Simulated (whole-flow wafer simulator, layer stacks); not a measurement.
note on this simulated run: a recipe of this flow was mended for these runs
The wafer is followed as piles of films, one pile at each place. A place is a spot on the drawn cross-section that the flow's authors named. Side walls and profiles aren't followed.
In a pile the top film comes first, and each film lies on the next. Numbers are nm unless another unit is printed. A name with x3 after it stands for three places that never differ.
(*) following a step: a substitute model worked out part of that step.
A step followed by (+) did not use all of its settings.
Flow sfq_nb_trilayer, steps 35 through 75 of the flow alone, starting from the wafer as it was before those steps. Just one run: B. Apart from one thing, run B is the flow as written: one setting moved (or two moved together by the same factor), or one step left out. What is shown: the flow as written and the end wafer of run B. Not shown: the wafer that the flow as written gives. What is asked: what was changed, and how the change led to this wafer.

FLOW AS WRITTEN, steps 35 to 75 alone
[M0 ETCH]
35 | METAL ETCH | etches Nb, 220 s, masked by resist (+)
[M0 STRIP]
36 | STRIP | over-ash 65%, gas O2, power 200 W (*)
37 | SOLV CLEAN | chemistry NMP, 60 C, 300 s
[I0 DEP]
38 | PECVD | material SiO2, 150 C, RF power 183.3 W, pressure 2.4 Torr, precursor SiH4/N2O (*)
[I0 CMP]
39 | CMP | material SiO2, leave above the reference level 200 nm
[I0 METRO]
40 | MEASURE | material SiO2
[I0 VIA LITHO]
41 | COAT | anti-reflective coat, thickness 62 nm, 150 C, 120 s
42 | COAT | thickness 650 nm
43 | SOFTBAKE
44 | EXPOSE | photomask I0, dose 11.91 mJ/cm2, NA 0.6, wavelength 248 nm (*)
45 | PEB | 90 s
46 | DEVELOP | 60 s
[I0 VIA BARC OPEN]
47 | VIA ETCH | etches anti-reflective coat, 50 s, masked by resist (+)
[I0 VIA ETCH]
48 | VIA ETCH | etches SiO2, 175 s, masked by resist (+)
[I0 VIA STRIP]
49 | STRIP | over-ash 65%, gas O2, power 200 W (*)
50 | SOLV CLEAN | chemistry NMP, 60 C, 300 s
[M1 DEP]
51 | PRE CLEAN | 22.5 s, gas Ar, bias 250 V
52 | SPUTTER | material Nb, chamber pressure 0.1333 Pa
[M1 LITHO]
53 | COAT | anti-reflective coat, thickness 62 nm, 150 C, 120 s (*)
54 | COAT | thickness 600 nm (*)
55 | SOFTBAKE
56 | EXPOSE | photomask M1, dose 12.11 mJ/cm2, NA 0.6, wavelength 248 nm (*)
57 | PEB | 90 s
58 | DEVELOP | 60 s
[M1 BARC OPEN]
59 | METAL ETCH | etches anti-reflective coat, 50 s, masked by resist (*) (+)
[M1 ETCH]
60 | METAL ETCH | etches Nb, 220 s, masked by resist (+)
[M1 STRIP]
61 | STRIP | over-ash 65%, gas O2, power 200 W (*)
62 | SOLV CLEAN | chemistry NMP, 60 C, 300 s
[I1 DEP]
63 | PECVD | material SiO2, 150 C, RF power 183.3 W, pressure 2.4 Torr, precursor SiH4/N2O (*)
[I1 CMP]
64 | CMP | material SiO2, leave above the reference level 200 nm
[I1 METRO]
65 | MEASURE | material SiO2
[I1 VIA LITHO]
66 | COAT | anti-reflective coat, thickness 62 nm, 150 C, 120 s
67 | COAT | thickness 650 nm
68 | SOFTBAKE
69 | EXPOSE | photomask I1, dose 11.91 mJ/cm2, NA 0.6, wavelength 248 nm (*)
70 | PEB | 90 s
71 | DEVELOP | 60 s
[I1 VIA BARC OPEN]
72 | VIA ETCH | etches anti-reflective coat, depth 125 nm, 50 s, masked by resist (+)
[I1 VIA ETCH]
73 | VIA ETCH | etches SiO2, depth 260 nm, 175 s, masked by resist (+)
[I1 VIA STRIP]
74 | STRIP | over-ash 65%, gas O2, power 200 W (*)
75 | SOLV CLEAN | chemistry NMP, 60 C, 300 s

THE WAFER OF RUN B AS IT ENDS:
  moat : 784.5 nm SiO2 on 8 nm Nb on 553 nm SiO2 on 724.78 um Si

The reason: step 35, METAL ETCH: 176 s was run, while the flow as written has 220 s.

How this came from the change, step by step:
  35 | METAL ETCH | etches Nb, 220 s, masked by resist (+)
      moat, m0r_space_l x2: Nb loses 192 (in the flow as written it would be: Nb loses 200 (all of it), SiO2 loses 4)
      field_l, v_sur, via_wl and 100 more: KrF-resist-other-grade loses 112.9 (in the flow as written it would be: KrF-resist-other-grade loses 141.2)
  36 | STRIP | over-ash 65%, gas O2, power 200 W (*)
      p4_fl x53, wl_j_sl x16, wl_d_sl x2: KrF-resist-other-grade loses 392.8 (all of it), anti-reflective coat loses 62 (all of it) (in the flow as written it would be: KrF-resist-other-grade loses 364.6 (all of it), anti-reflective coat loses 62 (all of it))
      jj_sur, ce_l, c5j, res: KrF-resist-other-grade loses 398.7 (all of it), anti-reflective coat loses 63.7 (all of it) (in the flow as written it would be: KrF-resist-other-grade loses 370.5 (all of it), anti-reflective coat loses 63.7 (all of it))
      (and at 28 other places as well)
  38 | PECVD | material SiO2, 150 C, RF power 183.3 W, pressure 2.4 Torr, precursor SiH4/N2O (*)
      moat, m0r_space_l x2: SiO2 gains 549.1 (new film) (in the flow as written it would be: SiO2 gains 561.1)
With metal films that touch counted as one body, moat has 1 body; the flow as written gives 0 bodies.
